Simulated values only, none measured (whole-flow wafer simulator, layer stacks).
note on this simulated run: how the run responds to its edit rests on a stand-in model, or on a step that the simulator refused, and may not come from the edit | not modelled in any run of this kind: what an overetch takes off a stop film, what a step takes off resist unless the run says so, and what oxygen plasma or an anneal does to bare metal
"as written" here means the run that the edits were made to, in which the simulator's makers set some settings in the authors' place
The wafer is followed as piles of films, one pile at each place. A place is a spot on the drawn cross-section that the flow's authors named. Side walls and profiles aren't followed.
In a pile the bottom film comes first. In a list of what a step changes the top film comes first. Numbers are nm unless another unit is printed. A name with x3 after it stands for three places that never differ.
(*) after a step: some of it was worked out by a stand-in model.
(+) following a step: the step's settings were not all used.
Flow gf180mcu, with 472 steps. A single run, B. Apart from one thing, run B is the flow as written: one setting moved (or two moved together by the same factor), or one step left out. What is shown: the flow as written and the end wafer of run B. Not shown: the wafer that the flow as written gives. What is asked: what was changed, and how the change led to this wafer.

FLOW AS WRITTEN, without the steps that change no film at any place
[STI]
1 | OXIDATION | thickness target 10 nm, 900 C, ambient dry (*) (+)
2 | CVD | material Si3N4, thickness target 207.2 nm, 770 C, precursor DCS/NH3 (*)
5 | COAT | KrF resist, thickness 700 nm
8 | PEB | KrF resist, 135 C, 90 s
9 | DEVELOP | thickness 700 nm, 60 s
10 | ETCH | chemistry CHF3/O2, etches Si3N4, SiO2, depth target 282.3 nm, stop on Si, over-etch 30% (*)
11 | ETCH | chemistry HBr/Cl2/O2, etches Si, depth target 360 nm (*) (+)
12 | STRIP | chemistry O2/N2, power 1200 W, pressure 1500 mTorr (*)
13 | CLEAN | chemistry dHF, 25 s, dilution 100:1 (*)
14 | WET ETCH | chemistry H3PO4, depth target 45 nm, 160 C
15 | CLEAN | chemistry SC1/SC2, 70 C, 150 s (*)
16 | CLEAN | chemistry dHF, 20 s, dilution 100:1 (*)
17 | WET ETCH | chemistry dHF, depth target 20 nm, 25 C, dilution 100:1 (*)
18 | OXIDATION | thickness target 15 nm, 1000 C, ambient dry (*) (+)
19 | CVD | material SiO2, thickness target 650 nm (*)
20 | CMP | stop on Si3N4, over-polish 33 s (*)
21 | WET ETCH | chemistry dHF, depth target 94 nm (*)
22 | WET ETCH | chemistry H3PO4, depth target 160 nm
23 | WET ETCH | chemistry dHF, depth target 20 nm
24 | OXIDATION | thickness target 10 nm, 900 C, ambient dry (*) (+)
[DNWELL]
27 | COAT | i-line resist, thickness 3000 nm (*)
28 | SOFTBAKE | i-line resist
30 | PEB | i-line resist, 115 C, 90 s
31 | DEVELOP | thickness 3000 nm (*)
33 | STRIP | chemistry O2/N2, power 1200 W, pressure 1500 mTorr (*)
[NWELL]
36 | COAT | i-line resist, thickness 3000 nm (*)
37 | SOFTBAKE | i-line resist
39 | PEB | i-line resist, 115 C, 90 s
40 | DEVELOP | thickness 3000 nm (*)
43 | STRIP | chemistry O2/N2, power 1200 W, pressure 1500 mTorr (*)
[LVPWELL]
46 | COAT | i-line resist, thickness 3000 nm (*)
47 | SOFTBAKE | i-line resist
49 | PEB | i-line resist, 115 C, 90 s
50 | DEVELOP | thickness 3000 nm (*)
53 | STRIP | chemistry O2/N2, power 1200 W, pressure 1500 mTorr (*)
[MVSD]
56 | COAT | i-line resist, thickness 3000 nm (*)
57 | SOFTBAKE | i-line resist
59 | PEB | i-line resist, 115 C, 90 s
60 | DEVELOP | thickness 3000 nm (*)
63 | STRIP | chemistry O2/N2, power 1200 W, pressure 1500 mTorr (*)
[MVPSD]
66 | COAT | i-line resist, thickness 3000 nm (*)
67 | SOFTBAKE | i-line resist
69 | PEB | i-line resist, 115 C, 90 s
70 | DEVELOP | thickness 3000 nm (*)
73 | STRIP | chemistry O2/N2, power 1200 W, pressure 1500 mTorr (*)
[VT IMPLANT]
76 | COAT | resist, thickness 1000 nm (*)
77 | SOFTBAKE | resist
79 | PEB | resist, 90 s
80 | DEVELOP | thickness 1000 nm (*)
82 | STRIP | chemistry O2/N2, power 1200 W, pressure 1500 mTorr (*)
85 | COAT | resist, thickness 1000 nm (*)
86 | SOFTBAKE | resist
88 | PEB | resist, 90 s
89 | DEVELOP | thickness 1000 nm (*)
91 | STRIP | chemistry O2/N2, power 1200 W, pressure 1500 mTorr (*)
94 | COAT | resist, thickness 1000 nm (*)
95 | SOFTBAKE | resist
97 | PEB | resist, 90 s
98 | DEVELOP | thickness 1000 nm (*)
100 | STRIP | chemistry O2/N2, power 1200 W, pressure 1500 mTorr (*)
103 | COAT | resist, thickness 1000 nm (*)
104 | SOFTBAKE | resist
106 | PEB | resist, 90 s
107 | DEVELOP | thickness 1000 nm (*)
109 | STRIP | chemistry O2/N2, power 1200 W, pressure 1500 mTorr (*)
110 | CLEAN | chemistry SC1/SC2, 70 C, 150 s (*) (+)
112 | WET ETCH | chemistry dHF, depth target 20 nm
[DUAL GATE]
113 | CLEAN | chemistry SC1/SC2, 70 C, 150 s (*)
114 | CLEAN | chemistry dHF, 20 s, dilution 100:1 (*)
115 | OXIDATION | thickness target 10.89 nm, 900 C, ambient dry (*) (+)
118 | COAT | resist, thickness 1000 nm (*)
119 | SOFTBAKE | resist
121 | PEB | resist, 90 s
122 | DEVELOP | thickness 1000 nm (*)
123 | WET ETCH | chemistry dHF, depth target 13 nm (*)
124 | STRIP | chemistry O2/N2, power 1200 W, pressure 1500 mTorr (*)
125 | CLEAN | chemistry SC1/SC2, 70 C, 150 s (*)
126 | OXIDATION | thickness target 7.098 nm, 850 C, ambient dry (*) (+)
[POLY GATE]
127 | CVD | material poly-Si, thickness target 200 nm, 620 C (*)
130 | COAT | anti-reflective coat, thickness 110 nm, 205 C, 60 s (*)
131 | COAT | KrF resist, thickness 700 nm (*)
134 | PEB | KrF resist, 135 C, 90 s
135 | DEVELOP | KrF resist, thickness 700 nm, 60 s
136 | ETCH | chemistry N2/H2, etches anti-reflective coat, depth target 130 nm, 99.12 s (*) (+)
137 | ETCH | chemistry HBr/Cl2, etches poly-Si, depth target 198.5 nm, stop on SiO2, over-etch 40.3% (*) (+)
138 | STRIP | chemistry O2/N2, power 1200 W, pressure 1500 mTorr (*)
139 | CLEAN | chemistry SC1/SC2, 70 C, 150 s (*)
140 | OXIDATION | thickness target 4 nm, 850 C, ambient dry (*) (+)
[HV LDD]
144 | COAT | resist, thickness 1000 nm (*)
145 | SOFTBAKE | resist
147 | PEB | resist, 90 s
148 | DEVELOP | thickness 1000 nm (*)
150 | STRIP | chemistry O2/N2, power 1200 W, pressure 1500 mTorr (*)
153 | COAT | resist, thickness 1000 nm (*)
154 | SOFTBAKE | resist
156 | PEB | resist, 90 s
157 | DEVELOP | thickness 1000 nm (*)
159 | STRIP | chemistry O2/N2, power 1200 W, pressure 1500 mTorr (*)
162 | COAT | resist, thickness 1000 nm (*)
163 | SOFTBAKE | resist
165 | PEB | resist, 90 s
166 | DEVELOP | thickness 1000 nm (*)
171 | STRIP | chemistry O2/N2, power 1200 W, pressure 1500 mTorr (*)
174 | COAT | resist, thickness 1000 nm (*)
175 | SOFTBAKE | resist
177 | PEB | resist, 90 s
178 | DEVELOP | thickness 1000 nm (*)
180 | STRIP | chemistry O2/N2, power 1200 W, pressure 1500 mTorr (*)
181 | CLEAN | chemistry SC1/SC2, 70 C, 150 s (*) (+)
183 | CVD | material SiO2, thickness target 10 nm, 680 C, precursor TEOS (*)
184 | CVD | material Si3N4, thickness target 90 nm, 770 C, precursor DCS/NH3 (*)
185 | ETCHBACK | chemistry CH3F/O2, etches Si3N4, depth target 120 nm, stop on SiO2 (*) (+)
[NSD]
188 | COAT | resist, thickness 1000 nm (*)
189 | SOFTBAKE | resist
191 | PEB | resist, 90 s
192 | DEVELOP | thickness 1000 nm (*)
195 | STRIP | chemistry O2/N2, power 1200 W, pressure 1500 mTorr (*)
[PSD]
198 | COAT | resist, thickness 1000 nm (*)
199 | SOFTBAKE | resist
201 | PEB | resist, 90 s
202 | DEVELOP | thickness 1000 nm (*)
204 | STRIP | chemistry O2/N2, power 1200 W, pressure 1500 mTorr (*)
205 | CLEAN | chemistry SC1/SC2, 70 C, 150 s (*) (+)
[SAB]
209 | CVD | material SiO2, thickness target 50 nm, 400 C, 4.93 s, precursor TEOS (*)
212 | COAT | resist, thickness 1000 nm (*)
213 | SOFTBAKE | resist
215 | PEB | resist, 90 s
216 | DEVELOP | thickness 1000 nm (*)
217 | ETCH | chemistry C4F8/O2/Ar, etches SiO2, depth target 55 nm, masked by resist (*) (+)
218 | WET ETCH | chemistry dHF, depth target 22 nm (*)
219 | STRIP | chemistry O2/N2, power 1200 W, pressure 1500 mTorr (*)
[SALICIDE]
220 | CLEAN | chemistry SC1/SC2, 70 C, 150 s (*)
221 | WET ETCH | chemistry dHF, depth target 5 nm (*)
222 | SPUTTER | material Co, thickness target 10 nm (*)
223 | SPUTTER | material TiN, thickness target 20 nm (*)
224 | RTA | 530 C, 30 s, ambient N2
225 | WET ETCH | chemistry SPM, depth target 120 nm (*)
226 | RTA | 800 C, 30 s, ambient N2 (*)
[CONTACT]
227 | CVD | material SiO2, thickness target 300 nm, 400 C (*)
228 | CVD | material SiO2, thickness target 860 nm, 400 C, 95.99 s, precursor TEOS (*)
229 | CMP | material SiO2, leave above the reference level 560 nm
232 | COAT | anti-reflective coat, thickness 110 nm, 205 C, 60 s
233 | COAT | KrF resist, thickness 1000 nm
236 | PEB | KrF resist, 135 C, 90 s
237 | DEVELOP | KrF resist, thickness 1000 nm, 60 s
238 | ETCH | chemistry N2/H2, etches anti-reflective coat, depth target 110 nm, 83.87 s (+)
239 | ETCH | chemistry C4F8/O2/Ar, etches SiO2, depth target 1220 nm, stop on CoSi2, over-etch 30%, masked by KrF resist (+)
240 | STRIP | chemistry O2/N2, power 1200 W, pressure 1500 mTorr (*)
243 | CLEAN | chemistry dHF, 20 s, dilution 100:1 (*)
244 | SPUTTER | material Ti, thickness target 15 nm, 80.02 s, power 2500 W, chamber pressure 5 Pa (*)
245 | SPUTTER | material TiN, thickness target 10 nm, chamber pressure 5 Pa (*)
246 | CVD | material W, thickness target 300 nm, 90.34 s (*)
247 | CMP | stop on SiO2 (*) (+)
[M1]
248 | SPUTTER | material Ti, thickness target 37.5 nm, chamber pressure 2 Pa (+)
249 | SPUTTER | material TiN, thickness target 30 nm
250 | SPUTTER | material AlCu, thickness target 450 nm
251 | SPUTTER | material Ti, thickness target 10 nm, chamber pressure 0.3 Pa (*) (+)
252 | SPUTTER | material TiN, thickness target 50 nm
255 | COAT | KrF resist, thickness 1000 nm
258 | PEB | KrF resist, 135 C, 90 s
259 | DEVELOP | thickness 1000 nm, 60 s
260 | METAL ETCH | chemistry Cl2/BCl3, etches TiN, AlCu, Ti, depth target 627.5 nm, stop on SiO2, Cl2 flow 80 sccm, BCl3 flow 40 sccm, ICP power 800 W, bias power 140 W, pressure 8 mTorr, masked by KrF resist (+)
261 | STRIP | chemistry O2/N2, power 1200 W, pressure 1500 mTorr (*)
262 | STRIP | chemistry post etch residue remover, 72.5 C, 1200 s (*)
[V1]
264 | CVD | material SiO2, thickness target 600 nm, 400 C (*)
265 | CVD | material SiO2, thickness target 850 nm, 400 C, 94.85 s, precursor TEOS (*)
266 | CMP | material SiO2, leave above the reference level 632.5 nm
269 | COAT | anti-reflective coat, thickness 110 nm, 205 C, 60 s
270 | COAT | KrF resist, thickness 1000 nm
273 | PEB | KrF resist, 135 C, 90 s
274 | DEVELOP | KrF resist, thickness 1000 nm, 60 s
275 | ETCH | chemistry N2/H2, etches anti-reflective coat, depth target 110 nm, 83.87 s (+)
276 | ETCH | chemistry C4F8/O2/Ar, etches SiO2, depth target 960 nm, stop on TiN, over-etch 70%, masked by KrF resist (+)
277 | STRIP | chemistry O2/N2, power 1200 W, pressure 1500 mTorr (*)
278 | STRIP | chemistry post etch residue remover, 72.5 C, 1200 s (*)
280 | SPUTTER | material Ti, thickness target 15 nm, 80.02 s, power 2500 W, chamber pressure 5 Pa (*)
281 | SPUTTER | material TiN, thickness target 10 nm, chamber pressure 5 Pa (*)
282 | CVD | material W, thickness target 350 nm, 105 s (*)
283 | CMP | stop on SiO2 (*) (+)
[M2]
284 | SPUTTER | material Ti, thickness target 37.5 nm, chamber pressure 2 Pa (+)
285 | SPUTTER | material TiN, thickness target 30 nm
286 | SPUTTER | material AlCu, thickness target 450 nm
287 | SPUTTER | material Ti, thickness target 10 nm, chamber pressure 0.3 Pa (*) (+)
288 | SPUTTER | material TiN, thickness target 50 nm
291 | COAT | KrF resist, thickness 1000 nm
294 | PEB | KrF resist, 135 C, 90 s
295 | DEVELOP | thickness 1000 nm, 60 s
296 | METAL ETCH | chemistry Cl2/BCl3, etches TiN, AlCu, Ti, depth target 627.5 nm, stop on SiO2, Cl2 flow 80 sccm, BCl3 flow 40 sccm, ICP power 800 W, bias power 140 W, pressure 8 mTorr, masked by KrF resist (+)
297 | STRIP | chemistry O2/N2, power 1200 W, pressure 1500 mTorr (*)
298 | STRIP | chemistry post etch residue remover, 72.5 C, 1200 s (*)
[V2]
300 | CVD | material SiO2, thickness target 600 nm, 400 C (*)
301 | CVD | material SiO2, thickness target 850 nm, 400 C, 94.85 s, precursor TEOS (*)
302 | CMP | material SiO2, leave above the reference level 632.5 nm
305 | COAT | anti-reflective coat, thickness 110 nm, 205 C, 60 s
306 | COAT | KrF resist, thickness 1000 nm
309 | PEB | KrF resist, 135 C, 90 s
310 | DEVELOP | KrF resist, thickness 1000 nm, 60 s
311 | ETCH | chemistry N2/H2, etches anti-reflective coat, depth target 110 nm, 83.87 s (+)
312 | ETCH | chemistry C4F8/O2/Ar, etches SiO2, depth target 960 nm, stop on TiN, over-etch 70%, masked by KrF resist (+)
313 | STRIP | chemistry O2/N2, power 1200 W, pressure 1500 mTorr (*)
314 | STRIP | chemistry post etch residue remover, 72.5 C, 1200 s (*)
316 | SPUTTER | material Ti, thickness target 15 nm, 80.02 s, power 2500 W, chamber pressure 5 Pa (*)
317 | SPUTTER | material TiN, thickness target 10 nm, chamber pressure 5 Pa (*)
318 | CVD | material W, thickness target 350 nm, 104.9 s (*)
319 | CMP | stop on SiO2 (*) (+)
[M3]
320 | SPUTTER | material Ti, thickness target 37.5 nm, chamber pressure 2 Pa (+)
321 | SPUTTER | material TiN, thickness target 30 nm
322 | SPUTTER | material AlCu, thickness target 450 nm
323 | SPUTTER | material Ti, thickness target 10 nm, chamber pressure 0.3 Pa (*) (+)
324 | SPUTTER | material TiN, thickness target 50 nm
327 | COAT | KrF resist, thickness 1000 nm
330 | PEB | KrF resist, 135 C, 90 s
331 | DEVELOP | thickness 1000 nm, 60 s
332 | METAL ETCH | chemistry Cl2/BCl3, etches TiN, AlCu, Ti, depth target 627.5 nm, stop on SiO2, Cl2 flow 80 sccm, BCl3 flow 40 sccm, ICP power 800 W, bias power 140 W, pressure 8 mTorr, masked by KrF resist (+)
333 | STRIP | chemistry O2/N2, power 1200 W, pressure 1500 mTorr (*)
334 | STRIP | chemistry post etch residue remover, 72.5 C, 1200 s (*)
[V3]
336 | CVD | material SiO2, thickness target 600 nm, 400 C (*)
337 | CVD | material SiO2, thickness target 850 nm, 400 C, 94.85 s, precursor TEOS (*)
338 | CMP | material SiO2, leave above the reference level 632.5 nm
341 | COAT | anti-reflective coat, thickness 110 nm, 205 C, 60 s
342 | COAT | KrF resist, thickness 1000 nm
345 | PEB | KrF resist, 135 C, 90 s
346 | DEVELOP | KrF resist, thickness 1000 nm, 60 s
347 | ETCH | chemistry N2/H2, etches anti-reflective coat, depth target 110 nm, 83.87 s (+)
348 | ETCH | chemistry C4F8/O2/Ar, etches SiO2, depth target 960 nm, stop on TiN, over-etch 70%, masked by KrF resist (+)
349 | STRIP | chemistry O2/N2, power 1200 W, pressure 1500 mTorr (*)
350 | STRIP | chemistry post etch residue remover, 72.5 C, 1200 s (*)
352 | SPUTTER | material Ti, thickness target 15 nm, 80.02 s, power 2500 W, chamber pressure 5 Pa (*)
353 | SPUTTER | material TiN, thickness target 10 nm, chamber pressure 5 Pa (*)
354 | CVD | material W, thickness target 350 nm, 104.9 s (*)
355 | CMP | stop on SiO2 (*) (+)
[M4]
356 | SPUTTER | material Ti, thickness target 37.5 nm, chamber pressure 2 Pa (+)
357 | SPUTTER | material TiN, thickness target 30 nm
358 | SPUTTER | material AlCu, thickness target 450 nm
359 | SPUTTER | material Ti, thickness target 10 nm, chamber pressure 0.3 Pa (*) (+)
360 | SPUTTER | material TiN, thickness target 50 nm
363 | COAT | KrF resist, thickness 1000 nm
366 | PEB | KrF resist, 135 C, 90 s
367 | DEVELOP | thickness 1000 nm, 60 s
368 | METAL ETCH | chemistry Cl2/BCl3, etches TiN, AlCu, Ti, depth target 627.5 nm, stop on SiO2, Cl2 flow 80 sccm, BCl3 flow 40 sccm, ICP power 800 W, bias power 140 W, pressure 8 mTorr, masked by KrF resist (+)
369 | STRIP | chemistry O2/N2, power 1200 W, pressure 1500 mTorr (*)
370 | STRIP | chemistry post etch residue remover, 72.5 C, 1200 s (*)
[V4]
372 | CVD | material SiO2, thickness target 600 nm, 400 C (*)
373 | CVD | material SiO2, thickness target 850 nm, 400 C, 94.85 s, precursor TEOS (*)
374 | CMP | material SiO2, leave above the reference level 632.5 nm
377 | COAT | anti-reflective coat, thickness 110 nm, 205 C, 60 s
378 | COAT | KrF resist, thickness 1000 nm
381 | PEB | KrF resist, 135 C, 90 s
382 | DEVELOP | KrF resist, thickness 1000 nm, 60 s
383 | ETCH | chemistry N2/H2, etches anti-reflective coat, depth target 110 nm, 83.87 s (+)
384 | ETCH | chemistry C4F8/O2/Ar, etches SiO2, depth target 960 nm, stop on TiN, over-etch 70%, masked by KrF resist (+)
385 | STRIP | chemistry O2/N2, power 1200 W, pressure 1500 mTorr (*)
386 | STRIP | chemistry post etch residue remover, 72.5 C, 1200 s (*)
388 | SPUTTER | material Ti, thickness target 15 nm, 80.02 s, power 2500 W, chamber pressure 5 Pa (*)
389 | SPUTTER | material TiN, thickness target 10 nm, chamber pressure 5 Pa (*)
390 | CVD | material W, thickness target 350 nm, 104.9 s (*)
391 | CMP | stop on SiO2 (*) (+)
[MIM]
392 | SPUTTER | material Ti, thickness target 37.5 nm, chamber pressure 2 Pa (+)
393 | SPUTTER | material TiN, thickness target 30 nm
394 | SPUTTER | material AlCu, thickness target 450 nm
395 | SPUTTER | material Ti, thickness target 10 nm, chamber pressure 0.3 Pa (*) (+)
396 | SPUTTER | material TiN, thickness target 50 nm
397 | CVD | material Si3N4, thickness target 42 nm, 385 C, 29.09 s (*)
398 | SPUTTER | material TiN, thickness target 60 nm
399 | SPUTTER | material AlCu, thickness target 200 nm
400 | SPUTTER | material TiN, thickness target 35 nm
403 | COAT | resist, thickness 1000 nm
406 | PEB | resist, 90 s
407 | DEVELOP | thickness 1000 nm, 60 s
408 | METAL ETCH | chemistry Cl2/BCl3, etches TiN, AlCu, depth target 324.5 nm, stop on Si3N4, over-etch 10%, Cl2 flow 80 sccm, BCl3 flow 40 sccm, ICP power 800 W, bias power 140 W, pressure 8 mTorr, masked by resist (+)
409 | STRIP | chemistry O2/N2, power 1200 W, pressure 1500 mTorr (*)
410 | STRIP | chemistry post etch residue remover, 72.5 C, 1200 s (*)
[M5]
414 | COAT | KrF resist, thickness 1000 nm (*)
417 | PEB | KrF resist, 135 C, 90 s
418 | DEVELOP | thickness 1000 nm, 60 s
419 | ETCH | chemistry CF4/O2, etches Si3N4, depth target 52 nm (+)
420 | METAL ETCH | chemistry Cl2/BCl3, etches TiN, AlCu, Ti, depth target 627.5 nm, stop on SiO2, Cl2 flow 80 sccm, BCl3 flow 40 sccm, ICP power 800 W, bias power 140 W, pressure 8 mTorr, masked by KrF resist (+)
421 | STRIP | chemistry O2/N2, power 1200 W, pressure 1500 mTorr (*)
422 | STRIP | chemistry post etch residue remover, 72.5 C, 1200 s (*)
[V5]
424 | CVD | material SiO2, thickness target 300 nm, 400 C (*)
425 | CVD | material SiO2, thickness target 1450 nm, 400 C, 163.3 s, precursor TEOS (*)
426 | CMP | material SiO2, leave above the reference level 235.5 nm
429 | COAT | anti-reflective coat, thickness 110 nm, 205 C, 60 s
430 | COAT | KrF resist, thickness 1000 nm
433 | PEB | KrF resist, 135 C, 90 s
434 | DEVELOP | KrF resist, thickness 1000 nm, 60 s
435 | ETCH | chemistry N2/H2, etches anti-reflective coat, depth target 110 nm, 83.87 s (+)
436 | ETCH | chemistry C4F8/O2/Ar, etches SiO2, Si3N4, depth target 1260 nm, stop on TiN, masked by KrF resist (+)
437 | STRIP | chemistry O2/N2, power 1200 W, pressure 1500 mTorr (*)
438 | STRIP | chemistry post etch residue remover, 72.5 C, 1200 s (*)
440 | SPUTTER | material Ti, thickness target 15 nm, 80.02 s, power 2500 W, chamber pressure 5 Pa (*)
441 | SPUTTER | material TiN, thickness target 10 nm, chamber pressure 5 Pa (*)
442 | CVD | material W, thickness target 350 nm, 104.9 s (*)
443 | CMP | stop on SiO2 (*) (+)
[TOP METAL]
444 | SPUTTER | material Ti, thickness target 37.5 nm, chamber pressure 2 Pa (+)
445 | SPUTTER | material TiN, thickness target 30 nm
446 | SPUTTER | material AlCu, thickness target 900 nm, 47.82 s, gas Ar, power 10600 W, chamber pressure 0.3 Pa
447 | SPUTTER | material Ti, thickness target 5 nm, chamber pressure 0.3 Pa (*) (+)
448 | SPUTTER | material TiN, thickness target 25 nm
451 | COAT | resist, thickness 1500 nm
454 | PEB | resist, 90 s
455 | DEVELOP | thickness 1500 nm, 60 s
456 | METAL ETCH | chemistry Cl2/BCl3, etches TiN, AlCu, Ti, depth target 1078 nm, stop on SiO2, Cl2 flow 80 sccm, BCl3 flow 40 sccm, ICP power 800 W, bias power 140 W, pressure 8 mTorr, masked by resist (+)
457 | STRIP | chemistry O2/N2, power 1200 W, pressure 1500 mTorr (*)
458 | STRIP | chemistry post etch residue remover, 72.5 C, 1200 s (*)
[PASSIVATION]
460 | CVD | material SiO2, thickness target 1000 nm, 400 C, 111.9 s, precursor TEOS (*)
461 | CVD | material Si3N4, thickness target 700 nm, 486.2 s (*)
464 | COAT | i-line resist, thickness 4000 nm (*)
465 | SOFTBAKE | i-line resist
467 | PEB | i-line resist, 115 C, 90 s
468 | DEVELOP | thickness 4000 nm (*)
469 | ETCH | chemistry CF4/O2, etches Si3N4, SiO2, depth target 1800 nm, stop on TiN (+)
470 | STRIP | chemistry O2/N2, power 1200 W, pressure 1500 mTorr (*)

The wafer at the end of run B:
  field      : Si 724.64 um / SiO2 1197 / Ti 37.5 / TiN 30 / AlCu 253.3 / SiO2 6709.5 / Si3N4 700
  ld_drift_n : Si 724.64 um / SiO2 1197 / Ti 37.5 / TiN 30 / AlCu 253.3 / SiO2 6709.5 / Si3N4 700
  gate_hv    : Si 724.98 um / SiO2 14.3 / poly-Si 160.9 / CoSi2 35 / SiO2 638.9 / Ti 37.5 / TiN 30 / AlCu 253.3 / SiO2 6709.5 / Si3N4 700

What caused this: step 260, METAL ETCH: depth target 251 nm was run, though the flow has depth target 627.5 nm.

Step by step, how the change led to this:
  260 | METAL ETCH | chemistry Cl2/BCl3, etches TiN, AlCu, Ti, depth target 627.5 nm, stop on SiO2, Cl2 flow 80 sccm, BCl3 flow 40 sccm, ICP power 800 W, bias power 140 W, pressure 8 mTorr, masked by KrF resist (+)
      field, field__w1, field__w2 and 99 more: -50 TiN (all of it), -10 Ti (all of it), -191 AlCu (as written it would have been: -50 TiN (all of it), -10 Ti (all of it), -450 AlCu (all of it), -30 TiN (all of it), -37.5 Ti (all of it))
      field__w8, contact, m1 and 6 more: -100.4 KrF resist (as written it would have been: -251 KrF resist)
  261 | STRIP | chemistry O2/N2, power 1200 W, pressure 1500 mTorr (*)
      field__w8, contact, m1 and 6 more: -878 KrF resist (all of it) (as written it would have been: -727.4 KrF resist (all of it))
  262 | STRIP | chemistry post etch residue remover, 72.5 C, 1200 s (*)
      field, field__w1, field__w2 and 99 more: -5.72 AlCu (as written it would have been: nothing)
  264 | CVD | material SiO2, thickness target 600 nm, 400 C (*)
      field, field__w1, field__w2 and 99 more: +600 SiO2 (new film) (as written it would have been: +600 SiO2)
  266 | CMP | material SiO2, leave above the reference level 632.5 nm
      field, field__w1, field__w2 and 99 more: -620.8 SiO2 (as written it would have been: -300 SiO2)
If metal films that touch count as one body, field has 1 body; the flow as written gives 0 bodies.
If metal films that touch count as one body, ld_drift_n has 1 body; the flow as written gives 0 bodies.
If metal films that touch count as one body, gate_hv has 2 bodies (between them, from the top down: SiO2 638.9); the flow as written gives 1 body.
